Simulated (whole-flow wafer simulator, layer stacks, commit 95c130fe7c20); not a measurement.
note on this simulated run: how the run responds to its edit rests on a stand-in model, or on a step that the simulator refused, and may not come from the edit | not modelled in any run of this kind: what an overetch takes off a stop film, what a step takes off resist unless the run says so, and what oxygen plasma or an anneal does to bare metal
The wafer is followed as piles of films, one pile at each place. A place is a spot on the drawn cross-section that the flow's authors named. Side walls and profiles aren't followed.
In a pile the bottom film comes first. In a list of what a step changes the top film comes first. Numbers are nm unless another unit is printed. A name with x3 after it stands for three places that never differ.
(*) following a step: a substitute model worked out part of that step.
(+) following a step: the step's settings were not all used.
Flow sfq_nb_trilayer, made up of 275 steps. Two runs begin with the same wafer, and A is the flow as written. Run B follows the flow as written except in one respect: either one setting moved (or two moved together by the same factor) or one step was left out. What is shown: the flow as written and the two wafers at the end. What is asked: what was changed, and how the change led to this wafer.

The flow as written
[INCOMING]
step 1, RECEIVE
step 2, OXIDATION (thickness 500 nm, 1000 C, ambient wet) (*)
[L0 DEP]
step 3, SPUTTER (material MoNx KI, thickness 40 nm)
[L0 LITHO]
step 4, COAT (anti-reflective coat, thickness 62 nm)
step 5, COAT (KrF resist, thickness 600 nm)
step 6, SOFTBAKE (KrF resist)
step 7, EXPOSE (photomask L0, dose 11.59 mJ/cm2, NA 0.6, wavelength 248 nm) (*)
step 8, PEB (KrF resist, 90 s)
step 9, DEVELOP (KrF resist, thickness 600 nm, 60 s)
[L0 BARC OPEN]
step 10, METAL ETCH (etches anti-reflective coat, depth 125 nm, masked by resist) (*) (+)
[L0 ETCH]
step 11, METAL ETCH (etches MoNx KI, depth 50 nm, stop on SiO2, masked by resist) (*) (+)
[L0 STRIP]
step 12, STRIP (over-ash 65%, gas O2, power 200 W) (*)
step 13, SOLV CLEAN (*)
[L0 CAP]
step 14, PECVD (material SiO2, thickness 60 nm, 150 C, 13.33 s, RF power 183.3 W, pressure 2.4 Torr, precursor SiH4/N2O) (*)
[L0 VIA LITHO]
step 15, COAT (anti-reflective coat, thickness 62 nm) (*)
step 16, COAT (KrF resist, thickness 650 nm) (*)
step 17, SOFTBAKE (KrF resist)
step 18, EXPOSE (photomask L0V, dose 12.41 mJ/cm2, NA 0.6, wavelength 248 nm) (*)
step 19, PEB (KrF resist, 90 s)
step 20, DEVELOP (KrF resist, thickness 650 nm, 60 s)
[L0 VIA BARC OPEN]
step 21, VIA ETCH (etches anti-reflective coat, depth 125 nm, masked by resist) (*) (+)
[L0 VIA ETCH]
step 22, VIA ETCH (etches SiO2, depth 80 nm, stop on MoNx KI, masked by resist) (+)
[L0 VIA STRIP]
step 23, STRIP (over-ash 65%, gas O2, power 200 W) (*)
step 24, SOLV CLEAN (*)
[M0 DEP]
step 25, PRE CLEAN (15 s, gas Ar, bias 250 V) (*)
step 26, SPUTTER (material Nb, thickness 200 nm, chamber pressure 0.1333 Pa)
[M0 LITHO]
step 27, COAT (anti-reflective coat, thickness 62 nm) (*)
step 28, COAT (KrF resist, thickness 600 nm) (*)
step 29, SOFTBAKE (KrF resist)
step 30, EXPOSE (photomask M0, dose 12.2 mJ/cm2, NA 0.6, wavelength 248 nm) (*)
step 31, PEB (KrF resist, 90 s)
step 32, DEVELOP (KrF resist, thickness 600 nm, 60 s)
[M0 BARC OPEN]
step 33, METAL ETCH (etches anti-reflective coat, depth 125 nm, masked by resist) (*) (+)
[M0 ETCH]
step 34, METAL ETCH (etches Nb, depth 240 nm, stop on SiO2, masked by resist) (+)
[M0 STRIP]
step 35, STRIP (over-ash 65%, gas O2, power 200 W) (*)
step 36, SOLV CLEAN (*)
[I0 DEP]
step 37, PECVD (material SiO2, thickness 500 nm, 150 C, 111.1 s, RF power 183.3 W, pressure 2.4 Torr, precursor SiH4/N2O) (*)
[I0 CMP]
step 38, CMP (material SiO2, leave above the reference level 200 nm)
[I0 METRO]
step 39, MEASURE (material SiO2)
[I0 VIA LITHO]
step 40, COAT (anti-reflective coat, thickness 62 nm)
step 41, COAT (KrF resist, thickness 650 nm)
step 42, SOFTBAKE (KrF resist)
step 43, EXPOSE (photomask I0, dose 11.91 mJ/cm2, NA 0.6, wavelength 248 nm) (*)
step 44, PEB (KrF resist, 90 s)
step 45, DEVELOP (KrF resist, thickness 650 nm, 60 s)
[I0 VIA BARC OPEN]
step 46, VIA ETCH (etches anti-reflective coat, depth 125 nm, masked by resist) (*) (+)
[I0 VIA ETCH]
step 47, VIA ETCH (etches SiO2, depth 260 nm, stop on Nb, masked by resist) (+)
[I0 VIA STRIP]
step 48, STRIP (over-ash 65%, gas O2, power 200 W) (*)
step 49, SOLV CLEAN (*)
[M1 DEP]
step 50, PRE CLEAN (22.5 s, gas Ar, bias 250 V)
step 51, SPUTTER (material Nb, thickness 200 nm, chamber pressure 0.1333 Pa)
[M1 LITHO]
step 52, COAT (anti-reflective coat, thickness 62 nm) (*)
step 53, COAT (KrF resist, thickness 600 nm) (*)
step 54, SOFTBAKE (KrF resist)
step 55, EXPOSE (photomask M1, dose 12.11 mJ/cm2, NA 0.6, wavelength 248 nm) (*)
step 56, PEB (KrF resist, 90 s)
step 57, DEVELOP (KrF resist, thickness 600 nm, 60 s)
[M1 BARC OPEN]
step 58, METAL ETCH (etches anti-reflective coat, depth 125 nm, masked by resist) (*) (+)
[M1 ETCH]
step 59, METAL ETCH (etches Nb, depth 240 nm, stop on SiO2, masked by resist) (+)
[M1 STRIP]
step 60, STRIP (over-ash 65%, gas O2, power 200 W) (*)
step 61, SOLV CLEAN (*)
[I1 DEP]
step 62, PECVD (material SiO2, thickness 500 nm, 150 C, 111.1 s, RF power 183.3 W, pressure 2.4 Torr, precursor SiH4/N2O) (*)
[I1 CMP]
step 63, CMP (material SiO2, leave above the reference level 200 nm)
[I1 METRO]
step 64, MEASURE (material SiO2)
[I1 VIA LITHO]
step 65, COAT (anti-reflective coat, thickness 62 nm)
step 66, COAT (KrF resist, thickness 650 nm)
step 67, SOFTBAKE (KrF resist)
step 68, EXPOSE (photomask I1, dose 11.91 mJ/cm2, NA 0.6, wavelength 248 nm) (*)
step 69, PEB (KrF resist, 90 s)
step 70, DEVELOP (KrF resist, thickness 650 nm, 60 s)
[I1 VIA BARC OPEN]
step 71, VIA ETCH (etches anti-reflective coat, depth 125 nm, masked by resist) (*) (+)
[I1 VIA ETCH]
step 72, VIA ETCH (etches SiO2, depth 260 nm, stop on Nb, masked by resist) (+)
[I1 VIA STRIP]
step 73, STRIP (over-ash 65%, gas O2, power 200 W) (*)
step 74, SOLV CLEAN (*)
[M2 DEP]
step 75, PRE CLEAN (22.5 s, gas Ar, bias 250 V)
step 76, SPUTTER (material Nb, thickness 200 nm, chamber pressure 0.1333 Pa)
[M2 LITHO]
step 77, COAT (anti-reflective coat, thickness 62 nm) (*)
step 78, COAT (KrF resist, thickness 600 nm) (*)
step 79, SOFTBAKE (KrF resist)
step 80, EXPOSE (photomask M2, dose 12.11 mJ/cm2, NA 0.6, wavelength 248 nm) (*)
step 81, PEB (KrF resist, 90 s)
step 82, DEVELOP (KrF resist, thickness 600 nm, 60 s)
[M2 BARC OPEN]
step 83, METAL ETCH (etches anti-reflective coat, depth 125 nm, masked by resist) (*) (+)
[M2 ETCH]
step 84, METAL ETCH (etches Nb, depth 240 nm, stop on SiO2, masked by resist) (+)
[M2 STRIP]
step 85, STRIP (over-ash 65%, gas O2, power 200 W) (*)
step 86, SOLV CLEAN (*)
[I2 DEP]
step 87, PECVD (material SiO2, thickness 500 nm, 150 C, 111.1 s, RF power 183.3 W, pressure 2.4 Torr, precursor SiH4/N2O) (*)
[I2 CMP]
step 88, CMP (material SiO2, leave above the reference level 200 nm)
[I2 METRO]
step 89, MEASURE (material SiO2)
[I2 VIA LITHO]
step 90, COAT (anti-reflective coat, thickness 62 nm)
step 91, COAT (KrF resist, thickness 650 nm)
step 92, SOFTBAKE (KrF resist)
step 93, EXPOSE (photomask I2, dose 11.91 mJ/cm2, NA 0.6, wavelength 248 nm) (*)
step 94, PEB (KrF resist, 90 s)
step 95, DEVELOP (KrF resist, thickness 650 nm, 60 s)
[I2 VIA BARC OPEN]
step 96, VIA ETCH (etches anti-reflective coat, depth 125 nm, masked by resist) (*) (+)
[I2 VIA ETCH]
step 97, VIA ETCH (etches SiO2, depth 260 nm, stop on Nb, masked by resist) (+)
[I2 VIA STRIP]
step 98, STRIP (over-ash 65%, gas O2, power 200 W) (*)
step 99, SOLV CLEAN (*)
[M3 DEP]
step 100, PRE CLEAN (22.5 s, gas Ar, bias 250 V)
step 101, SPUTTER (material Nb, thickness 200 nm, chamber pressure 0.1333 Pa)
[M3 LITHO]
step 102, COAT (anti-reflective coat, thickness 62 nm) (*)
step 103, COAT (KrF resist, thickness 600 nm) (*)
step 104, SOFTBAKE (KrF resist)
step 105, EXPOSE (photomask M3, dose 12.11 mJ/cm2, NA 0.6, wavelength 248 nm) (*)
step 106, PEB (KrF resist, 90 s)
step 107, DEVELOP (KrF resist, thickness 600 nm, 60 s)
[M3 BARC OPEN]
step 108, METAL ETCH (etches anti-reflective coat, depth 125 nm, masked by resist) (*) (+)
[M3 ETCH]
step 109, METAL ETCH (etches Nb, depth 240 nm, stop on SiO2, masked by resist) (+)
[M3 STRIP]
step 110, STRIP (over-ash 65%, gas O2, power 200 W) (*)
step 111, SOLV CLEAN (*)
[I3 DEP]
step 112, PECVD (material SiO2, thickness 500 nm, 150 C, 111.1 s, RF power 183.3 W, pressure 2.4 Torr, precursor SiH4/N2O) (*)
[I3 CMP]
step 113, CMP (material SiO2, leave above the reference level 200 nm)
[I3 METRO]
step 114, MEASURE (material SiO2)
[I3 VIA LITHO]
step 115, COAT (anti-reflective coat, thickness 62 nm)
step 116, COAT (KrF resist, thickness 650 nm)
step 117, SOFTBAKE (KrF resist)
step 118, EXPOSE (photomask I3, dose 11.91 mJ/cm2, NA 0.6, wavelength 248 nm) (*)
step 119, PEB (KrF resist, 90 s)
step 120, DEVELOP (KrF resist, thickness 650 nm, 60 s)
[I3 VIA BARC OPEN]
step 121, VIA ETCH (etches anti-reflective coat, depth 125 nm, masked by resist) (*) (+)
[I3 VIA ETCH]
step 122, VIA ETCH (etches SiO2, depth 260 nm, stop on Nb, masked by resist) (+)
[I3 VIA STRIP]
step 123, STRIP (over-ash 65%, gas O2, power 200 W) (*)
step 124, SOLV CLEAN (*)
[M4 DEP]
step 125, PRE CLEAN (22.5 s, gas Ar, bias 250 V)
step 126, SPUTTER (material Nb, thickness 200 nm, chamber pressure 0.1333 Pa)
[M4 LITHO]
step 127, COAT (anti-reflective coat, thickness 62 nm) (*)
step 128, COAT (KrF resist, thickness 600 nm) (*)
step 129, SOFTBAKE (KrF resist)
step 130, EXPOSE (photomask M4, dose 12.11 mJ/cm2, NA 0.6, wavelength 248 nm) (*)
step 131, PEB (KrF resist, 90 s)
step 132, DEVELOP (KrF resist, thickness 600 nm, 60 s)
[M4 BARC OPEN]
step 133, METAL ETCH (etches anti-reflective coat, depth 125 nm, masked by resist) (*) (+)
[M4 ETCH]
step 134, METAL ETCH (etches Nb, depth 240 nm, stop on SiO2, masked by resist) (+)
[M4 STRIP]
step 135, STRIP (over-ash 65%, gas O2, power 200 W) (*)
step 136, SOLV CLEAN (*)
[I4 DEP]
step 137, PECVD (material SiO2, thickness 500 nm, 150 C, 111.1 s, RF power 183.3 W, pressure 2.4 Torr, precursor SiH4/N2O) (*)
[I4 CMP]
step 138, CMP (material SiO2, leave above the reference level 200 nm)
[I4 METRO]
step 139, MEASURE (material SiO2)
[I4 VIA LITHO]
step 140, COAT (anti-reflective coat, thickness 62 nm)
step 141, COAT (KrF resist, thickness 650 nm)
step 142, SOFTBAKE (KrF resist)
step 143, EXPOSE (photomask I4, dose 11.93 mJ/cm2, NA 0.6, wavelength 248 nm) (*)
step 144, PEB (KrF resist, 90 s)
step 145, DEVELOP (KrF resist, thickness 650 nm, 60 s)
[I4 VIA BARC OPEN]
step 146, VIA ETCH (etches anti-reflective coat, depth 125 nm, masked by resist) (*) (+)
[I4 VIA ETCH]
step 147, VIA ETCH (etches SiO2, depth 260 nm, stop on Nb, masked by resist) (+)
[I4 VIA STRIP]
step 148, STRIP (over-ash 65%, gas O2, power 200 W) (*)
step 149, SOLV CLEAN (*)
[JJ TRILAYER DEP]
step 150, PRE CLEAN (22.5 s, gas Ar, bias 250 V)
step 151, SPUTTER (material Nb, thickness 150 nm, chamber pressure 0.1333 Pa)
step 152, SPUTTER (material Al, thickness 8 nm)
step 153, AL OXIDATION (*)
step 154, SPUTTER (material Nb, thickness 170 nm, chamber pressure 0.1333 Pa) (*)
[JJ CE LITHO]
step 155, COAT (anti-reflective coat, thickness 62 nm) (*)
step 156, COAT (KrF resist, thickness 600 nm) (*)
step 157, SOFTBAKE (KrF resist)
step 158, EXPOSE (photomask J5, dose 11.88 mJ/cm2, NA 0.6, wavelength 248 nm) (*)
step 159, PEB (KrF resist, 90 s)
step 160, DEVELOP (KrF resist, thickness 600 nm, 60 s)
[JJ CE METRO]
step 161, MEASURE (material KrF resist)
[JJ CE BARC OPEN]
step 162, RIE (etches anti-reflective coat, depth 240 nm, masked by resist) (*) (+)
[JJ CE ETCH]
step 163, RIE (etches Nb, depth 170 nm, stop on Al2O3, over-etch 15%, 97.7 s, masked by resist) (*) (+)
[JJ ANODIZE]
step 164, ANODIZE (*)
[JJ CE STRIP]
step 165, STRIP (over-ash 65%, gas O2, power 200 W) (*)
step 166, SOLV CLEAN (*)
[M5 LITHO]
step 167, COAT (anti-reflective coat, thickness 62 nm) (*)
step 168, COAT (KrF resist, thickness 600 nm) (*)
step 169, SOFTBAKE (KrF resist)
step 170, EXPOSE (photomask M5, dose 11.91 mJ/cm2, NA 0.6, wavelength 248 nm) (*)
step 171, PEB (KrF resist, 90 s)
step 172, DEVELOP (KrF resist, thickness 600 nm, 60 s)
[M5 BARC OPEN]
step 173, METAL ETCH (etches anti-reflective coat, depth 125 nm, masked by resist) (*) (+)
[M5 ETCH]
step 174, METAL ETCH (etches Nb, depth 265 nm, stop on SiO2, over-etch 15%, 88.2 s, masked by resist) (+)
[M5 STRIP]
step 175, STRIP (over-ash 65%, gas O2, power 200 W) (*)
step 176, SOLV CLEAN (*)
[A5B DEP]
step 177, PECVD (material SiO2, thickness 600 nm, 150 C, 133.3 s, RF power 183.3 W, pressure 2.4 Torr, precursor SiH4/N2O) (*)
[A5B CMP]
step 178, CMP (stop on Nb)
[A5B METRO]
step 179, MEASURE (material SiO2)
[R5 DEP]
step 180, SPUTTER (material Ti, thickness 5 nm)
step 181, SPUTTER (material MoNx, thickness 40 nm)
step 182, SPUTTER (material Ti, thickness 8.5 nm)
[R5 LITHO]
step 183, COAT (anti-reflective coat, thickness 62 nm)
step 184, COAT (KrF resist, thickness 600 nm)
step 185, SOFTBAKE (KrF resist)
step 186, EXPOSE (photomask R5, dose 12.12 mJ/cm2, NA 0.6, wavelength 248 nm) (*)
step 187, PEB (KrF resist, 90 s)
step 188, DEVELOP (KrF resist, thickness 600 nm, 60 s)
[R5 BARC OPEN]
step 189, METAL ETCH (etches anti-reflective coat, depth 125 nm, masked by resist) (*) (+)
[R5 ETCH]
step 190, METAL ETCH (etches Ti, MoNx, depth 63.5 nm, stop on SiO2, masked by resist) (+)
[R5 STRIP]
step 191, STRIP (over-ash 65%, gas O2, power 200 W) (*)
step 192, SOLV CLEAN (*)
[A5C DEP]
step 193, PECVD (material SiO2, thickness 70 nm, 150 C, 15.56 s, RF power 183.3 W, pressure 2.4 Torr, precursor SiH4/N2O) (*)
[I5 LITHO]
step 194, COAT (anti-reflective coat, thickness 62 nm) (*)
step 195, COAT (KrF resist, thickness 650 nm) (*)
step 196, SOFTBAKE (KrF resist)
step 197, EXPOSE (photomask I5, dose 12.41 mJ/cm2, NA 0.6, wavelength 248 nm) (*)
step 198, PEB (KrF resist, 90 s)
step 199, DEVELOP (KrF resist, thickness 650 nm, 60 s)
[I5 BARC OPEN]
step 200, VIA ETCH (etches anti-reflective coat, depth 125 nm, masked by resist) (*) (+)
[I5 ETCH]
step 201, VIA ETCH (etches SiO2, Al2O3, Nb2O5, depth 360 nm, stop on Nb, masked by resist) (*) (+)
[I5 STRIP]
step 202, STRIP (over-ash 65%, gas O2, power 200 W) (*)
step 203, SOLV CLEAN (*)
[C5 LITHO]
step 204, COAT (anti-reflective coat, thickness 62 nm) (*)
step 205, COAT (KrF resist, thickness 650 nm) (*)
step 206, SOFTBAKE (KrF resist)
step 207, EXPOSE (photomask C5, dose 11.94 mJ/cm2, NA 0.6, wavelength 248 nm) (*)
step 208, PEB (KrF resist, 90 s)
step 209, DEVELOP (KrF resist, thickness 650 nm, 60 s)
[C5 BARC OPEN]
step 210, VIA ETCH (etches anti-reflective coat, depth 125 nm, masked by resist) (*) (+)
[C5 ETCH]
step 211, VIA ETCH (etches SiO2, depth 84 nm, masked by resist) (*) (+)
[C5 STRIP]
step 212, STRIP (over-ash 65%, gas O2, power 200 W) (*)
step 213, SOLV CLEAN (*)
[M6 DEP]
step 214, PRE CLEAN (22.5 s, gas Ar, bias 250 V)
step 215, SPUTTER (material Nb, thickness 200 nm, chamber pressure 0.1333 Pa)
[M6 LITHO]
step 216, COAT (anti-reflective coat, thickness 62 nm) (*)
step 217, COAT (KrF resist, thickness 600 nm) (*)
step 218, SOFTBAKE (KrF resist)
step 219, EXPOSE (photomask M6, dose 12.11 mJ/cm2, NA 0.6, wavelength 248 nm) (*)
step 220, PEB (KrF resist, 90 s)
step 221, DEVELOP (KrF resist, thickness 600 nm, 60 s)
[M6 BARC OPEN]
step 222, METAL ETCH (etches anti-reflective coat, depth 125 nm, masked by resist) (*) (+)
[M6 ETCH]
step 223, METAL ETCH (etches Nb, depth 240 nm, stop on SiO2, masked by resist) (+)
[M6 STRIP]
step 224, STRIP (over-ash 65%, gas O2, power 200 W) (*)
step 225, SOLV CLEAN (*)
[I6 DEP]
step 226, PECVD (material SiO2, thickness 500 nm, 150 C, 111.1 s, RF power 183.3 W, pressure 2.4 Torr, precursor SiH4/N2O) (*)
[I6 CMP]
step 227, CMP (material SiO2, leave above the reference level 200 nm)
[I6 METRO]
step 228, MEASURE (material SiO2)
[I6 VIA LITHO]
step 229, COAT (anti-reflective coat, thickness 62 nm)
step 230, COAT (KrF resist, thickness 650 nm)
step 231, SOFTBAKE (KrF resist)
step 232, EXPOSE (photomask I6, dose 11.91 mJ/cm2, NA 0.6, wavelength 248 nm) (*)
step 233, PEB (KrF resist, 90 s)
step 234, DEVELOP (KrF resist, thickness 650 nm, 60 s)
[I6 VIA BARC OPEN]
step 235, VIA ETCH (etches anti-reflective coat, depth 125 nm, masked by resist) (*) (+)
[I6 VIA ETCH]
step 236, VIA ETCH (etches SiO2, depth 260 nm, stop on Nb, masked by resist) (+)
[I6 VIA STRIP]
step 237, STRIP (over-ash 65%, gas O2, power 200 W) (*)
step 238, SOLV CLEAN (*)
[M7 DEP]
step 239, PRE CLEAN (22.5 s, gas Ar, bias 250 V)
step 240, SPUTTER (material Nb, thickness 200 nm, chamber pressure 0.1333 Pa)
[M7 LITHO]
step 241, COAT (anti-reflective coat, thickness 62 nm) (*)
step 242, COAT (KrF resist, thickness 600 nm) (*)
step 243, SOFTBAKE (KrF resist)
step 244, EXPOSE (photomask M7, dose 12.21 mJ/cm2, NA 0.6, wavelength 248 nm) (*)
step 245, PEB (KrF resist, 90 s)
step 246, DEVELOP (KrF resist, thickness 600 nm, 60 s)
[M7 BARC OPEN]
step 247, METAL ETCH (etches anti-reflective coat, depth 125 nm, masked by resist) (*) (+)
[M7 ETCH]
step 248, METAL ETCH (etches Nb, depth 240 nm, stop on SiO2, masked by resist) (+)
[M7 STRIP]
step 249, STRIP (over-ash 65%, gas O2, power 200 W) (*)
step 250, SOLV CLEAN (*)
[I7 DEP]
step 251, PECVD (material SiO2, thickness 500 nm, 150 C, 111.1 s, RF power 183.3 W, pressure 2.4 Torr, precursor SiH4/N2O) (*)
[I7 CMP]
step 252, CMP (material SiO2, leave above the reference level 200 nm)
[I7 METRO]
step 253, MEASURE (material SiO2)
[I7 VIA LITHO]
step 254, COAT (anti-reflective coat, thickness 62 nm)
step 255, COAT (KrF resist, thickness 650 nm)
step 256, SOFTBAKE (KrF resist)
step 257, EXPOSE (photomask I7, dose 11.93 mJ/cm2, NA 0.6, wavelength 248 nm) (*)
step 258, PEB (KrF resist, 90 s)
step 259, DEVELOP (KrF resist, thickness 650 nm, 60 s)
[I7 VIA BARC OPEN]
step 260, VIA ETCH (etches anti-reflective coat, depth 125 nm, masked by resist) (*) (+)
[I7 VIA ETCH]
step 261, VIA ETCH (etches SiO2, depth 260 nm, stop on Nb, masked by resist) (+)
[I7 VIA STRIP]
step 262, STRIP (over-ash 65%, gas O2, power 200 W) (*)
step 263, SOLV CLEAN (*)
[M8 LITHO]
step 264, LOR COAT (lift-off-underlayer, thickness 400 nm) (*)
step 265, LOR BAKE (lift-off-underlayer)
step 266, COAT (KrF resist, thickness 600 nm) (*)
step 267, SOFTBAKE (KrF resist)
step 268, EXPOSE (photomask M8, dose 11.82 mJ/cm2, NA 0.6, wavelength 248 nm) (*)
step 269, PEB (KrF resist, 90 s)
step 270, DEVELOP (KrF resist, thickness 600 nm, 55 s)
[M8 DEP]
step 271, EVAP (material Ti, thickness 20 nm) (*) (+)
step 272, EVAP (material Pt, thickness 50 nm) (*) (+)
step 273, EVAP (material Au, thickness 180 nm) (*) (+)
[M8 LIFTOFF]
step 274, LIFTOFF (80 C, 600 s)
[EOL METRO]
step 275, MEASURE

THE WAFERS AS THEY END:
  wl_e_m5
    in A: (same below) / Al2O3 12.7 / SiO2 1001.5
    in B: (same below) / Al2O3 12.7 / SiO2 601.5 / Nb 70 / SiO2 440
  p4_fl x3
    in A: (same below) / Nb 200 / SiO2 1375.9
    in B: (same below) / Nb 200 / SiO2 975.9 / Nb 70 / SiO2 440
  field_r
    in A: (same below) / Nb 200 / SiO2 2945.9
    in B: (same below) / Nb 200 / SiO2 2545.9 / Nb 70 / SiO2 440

What caused this: step 240, SPUTTER: thickness 310 nm was run, though the flow has thickness 200 nm.

The path from the change to this, step by step:
  step 240, SPUTTER (material Nb, thickness 200 nm, chamber pressure 0.1333 Pa)
      field_l, v_sur, via_wl and 102 more: A +200 Nb (new film) | B +310 Nb (new film)
      via_v: A +161.1 Nb | B +250.5 Nb
  step 241, COAT (anti-reflective coat, thickness 62 nm) (*)
      via_v: A +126 anti-reflective coat (new film) | B +129.8 anti-reflective coat (new film)
  step 248, METAL ETCH (etches Nb, depth 240 nm, stop on SiO2, masked by resist) (+)
      field_l, field_r, lsp_l and 62 more: A -200 Nb (all of it) | B -240 Nb
  step 249, STRIP (over-ash 65%, gas O2, power 200 W) (*)
      via_v: A -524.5 KrF resist (all of it), -126 anti-reflective coat (all of it) | B -538.5 KrF resist (all of it), -129.8 anti-reflective coat (all of it)
  step 251, PECVD (material SiO2, thickness 500 nm, 150 C, 111.1 s, RF power 183.3 W, pressure 2.4 Torr, precursor SiH4/N2O) (*)
      field_l, p4_fl x3, p4_w1 x3 and 52 more: A +500 SiO2 | B +500 SiO2 (new film)
      field_r, lsp_l: A +477.7 SiO2 | B +473.2 SiO2 (new film)
      (also at 4 further places)
  step 252, CMP (material SiO2, leave above the reference level 200 nm)
      field_l, p4_fl x3, p4_w1 x3 and 52 more: A -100 SiO2 | B -60 SiO2
      field_r, lsp_l: A -77.7 SiO2 | B -33.2 SiO2
      (also at 3 further places)
Taking metal films that touch as one body, wl_e_m5 has 7 bodies (between them, from the top down: SiO2 601.5 / Al2O3 12.7 / Nb2O5 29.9; SiO2 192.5; SiO2 192.5; SiO2 192.5; SiO2 192.5; SiO2 192.5); the flow as written gives 6 bodies (between them, from the top down: SiO2 192.5; SiO2 192.5; SiO2 192.5; SiO2 192.5; SiO2 192.5).
Taking metal films that touch as one body, p4_fl x3 has 3 bodies (between them, from the top down: SiO2 975.9; SiO2 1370); the flow as written gives 2 bodies (between them, from the top down: SiO2 1370).
Taking metal films that touch as one body, field_r has 2 bodies (between them, from the top down: SiO2 2545.9); the flow as written gives 1 body.
